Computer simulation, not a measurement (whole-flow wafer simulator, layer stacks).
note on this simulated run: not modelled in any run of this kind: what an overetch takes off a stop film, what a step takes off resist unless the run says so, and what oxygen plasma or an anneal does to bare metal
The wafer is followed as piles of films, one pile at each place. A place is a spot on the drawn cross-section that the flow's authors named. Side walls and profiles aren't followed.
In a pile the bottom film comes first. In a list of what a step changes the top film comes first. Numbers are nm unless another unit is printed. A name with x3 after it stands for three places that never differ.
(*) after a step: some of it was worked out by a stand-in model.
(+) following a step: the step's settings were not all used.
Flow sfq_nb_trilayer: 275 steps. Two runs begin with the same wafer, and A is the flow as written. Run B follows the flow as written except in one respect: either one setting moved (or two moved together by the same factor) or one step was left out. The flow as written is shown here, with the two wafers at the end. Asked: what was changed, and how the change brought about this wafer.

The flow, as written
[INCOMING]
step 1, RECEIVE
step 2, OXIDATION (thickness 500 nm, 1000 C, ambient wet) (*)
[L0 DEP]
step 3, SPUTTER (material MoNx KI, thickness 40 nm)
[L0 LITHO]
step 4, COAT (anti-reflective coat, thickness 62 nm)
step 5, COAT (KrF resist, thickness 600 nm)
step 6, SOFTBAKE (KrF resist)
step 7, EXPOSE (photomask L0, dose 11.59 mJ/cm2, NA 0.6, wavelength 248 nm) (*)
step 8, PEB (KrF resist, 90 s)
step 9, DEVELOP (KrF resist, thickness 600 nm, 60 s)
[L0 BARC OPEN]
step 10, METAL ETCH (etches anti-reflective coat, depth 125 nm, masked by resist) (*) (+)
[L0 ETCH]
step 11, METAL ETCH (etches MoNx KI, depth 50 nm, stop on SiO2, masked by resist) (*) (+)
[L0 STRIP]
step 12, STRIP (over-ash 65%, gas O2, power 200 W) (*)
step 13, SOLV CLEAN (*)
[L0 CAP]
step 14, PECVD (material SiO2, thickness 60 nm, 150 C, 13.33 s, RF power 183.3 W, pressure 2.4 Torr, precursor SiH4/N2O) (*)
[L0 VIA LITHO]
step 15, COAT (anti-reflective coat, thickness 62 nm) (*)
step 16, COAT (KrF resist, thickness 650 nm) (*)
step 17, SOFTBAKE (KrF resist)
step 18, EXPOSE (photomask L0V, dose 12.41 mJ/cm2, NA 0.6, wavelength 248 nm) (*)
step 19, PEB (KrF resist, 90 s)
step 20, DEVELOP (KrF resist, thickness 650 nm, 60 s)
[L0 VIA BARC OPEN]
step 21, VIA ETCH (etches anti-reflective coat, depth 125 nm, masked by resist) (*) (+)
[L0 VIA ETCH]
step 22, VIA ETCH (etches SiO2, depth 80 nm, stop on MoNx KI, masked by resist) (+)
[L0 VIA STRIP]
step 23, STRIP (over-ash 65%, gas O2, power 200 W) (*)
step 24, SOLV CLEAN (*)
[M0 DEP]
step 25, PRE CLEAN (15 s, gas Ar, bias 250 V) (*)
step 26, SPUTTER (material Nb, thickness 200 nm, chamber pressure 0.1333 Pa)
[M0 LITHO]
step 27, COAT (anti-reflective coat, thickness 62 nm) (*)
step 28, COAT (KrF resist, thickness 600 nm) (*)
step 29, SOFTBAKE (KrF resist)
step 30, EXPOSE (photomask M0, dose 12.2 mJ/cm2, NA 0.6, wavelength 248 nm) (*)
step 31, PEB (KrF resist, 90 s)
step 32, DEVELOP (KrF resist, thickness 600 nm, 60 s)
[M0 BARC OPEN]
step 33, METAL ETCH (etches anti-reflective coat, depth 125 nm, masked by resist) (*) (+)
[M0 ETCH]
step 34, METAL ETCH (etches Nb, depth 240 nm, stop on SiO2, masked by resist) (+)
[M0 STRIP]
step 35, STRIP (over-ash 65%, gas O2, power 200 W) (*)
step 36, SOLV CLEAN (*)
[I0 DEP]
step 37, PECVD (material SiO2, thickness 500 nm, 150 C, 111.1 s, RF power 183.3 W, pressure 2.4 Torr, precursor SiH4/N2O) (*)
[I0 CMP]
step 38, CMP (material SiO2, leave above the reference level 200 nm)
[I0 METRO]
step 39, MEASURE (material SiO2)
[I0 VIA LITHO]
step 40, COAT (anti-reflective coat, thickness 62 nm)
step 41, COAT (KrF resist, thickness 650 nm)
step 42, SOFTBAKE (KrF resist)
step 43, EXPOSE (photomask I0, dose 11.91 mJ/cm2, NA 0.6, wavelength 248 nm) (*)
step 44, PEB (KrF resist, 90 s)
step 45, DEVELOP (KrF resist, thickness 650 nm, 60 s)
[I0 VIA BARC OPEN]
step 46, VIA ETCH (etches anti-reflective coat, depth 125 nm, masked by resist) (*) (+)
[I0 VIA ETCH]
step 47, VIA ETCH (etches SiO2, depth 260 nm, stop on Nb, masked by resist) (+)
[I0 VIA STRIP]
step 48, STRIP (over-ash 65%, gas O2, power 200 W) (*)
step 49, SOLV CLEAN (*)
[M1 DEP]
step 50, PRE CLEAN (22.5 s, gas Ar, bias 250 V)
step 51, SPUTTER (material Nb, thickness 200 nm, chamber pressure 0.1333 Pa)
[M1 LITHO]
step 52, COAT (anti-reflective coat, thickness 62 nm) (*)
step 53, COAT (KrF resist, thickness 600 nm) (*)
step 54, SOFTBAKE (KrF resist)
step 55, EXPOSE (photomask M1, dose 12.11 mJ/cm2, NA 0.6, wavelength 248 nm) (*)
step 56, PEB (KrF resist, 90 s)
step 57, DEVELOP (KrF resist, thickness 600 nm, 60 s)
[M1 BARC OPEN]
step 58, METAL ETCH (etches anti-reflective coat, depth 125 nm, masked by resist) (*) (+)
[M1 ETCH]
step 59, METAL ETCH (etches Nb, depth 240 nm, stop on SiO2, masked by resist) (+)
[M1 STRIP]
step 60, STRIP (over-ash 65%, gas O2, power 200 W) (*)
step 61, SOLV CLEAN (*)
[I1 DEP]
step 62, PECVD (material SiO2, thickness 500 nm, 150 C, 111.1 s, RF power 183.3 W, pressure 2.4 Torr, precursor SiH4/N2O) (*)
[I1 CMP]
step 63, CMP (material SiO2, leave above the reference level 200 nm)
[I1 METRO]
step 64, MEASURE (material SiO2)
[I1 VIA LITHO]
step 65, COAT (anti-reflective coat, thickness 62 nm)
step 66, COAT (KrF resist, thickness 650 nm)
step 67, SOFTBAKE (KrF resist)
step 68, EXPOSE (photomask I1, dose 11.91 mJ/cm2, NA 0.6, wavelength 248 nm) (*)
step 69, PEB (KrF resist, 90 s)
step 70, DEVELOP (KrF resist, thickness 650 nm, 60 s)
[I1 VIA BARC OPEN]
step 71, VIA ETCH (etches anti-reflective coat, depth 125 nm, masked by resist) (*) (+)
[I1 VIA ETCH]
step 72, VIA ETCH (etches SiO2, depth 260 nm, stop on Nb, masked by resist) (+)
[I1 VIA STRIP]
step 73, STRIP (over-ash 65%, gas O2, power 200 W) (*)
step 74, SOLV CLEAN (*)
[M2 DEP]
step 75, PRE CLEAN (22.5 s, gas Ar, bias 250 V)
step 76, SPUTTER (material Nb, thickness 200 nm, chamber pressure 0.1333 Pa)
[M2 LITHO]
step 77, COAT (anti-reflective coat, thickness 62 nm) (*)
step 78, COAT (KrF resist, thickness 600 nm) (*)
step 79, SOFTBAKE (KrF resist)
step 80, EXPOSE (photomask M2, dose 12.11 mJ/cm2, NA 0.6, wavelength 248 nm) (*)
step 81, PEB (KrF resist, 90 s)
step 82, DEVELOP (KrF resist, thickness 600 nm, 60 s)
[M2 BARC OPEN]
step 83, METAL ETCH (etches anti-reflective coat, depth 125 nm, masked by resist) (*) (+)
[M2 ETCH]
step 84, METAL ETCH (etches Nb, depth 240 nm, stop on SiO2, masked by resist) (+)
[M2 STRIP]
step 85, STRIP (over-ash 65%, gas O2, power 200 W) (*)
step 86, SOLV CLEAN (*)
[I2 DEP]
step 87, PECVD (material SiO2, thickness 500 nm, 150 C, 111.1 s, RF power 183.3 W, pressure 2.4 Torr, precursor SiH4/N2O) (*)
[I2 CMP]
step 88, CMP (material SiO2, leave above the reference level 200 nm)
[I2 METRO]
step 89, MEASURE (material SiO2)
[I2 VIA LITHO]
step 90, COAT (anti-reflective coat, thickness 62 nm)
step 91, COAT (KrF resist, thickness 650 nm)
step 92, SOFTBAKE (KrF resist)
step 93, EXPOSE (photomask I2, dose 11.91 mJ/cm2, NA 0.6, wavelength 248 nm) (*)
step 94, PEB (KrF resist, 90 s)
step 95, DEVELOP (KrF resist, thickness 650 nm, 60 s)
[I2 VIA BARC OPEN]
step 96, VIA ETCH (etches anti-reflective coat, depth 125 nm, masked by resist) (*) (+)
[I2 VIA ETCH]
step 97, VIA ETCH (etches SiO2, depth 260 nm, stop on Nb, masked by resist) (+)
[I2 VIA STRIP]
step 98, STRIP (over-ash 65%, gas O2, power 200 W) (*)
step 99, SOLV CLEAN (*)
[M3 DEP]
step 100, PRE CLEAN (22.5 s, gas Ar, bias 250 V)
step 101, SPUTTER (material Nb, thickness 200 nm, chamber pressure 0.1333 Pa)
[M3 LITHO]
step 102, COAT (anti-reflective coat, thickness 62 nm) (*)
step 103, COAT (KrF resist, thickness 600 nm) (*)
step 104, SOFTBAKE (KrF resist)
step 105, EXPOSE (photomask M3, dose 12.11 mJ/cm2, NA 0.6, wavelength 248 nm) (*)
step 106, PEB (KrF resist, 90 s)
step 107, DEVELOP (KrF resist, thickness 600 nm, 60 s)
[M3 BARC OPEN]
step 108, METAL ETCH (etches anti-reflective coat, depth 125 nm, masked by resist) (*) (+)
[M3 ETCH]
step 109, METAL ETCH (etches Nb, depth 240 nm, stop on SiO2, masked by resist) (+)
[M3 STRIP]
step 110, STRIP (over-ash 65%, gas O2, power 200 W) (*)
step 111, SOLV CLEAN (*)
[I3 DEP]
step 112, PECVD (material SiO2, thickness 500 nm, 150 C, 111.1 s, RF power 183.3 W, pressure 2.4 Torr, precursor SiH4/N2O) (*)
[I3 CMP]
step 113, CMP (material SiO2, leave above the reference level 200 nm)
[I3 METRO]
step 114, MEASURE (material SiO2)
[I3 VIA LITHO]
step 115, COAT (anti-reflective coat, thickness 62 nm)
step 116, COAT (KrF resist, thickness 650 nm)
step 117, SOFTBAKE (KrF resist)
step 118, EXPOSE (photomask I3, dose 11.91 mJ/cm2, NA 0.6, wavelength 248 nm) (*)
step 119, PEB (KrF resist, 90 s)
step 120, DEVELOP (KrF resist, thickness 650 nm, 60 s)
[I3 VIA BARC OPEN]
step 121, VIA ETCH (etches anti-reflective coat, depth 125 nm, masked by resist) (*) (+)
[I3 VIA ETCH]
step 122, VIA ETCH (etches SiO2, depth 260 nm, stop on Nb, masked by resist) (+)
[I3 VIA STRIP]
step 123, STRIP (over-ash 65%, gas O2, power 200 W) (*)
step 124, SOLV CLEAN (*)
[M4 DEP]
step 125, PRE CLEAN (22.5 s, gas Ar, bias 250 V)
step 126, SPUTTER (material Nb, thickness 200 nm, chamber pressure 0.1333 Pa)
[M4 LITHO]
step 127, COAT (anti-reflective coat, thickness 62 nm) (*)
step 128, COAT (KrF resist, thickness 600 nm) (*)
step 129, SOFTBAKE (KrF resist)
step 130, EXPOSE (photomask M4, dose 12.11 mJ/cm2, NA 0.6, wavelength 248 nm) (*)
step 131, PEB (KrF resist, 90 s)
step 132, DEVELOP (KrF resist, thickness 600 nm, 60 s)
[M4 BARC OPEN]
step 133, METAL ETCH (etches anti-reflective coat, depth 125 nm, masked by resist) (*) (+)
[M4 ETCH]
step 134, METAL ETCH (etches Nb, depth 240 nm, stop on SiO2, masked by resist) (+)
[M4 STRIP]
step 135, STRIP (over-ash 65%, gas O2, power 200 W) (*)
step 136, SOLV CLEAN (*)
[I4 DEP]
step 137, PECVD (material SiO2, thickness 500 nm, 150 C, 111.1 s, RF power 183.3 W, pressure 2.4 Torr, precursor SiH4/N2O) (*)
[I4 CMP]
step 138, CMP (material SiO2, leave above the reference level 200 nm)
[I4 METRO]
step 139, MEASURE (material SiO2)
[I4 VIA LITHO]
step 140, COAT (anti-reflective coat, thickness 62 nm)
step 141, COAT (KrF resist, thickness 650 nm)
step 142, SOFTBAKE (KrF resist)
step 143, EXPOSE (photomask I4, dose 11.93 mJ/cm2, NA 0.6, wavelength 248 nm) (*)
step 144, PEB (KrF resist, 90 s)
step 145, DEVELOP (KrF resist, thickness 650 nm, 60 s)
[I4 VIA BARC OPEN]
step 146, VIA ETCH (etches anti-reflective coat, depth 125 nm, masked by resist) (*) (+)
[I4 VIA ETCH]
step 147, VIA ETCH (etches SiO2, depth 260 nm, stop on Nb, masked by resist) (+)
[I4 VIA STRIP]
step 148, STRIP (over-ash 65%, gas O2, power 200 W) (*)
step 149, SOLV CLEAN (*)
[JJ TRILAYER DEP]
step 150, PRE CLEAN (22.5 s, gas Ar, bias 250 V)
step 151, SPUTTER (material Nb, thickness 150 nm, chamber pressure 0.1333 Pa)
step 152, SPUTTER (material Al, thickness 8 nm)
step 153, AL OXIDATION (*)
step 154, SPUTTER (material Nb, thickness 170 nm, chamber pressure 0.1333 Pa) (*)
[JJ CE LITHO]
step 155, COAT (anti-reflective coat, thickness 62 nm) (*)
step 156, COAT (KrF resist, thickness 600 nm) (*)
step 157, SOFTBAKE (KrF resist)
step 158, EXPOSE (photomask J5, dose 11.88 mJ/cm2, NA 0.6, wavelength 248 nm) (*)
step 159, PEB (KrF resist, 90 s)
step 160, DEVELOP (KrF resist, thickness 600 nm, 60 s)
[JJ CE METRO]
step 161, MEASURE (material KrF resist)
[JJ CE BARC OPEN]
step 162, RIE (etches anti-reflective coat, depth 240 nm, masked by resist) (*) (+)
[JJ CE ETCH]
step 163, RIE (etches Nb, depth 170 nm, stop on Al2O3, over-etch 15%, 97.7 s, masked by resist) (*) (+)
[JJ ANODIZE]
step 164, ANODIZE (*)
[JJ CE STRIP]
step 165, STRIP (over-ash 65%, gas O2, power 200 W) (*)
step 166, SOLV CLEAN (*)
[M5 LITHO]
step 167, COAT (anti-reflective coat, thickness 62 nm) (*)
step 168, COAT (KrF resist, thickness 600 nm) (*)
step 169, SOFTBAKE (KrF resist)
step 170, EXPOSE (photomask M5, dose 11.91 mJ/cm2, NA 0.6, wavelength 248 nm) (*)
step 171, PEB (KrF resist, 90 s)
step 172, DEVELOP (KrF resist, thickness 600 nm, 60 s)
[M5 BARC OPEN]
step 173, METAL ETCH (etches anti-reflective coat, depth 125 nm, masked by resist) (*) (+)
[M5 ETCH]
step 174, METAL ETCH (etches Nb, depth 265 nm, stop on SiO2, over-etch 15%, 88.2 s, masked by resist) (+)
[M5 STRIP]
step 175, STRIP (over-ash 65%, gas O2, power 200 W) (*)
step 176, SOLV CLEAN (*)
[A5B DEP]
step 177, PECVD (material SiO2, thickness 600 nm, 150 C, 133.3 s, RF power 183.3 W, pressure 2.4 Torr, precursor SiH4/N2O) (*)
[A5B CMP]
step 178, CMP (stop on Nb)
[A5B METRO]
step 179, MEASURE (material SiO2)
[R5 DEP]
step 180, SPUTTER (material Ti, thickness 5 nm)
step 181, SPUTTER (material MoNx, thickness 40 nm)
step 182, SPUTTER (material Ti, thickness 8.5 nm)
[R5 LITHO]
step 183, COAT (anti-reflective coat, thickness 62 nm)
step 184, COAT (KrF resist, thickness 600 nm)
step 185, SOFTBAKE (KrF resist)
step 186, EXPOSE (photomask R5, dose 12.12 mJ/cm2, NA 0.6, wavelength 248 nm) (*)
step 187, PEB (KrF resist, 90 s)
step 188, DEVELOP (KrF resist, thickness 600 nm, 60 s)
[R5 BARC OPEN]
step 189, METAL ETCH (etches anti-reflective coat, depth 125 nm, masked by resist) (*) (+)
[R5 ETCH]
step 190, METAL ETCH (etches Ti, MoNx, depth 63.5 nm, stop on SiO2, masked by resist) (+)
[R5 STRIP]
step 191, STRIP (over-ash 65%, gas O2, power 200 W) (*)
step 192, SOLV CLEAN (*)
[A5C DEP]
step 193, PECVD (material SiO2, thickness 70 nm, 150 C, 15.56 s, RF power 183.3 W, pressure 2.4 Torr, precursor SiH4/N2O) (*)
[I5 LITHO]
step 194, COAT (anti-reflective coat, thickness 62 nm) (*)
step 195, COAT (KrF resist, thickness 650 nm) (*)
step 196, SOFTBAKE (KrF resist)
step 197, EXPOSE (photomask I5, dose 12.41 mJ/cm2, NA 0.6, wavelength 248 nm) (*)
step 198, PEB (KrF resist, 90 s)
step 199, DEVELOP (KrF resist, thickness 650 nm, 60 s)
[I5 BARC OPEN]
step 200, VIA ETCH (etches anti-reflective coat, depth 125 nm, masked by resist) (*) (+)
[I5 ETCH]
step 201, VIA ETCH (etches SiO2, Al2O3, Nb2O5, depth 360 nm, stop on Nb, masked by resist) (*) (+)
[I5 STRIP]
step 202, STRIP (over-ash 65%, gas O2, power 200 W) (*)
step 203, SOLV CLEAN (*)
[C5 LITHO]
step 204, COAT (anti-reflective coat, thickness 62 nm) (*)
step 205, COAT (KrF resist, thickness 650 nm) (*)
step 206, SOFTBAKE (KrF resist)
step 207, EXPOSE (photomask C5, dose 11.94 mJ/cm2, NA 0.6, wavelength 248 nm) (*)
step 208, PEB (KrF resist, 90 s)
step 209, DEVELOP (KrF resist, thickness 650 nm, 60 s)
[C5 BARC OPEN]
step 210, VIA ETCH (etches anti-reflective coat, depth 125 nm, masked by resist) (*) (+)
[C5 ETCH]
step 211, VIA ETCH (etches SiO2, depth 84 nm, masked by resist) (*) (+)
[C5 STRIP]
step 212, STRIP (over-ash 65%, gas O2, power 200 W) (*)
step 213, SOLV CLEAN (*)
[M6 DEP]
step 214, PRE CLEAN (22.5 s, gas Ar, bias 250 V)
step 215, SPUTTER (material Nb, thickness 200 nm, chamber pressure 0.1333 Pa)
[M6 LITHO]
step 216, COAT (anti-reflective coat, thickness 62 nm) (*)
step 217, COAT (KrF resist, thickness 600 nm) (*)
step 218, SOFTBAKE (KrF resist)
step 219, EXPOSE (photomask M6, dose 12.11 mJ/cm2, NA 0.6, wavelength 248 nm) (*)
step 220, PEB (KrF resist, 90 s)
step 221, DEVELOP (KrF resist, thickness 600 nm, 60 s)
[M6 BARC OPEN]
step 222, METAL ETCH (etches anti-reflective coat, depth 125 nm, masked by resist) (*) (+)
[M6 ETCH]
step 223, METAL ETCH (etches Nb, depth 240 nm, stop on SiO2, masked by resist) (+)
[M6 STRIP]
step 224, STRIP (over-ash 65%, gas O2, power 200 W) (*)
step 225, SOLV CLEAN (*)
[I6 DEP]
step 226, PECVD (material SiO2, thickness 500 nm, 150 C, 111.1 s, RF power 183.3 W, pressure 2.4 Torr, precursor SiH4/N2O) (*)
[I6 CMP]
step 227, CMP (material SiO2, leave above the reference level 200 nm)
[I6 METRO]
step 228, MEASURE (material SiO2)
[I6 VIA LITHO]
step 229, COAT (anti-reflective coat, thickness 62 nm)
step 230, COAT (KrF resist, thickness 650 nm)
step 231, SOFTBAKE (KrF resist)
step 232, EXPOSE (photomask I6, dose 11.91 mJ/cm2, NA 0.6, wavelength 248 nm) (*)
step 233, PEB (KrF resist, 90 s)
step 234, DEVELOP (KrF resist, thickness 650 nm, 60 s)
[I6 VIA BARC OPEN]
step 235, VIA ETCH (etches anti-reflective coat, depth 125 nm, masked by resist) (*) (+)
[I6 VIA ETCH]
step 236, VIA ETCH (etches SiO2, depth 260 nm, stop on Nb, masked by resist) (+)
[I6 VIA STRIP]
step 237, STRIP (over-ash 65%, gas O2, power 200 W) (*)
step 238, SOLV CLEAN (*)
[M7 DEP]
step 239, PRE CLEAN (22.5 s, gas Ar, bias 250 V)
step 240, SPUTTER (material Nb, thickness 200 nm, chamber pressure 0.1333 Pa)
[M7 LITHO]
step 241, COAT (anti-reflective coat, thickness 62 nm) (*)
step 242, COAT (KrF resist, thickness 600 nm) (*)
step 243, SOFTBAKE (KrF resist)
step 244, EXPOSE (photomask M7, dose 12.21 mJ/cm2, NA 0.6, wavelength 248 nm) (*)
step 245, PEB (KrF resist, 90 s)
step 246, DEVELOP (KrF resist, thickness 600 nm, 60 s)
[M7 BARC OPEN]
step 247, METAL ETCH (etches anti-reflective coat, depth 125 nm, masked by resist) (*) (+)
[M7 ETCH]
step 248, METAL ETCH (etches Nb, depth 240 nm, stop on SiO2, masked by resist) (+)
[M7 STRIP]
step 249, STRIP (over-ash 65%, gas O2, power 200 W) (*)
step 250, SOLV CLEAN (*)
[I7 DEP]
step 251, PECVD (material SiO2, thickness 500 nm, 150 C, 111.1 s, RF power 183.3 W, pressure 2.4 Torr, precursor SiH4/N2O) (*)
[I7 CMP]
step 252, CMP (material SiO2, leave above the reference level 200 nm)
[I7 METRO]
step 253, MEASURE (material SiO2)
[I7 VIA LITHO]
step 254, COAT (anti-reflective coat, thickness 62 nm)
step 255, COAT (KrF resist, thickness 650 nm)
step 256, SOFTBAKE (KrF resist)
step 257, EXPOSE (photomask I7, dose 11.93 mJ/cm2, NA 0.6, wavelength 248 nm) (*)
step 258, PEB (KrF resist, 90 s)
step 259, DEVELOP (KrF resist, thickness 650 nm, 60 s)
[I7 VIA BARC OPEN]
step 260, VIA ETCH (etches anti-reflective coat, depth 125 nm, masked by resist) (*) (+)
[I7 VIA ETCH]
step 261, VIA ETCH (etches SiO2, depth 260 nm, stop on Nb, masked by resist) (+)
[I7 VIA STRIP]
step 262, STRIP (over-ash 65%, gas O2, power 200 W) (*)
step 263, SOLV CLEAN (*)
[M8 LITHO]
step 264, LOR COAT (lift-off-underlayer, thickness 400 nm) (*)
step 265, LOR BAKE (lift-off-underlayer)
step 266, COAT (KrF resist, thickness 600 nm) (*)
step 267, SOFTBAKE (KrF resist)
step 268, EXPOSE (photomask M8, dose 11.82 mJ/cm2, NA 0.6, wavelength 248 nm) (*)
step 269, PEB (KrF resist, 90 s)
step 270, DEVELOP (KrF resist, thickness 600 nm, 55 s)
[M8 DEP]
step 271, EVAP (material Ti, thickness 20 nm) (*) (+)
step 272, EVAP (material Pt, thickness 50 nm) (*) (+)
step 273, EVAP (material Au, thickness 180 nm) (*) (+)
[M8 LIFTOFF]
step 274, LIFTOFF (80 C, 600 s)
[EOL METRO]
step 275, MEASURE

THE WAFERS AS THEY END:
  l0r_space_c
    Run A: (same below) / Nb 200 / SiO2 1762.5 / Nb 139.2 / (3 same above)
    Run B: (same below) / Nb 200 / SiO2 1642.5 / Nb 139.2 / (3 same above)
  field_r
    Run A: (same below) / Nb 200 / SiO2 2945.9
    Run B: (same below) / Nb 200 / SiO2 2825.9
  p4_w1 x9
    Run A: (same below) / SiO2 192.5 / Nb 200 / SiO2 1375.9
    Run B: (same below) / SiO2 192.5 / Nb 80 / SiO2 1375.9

Cause: step 126, SPUTTER: thickness 80 nm was run, while the flow as written has thickness 200 nm.
One can read it off the wafer: p4_w1 x9 has Nb 80, and step 126 as written asks for 200 nm.

Step by step, how the change led to this:
  step 126, SPUTTER (material Nb, thickness 200 nm, chamber pressure 0.1333 Pa)
      field_l, v_sur, via_wl and 102 more: A +200 Nb (new film) | B +80 Nb (new film)
      via_v: A +165.5 Nb | B +65.9 Nb
  step 127, COAT (anti-reflective coat, thickness 62 nm) (*)
      via_v: A +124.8 anti-reflective coat (new film) | B +118.8 anti-reflective coat (new film)
  step 134, METAL ETCH (etches Nb, depth 240 nm, stop on SiO2, masked by resist) (+)
      field_l, be, be_sur and 64 more: A -200 Nb (all of it) | B -80 Nb (all of it)
      v_sur, via_wl, via_w and 36 more: A -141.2 KrF resist | B -70.6 KrF resist
  step 135, STRIP (over-ash 65%, gas O2, power 200 W) (*)
      p4_fl x3, p4_w1 x9, p4_g1 x2 and 15 more: A -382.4 KrF resist (all of it), -62 anti-reflective coat (all of it) | B -453 KrF resist (all of it), -62 anti-reflective coat (all of it)
      ln_m5, lsp_m, ln_m6: A -381.9 KrF resist (all of it), -61.8 anti-reflective coat (all of it) | B -452.6 KrF resist (all of it), -61.8 anti-reflective coat (all of it)
      (and at 7 other places as well)
  step 137, PECVD (material SiO2, thickness 500 nm, 150 C, 111.1 s, RF power 183.3 W, pressure 2.4 Torr, precursor SiH4/N2O) (*)
      p3_s0 x6: A +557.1 SiO2 | B +500 SiO2
      via_v: A +615 SiO2 (new film) | B +581.4 SiO2 (new film)
  step 138, CMP (material SiO2, leave above the reference level 200 nm)
      field_l, be, be_sur and 55 more: A -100 SiO2 | B -220 SiO2
      p3_s0 x6: A -157.1 SiO2 | B -220 SiO2
      (and at 4 other places as well)
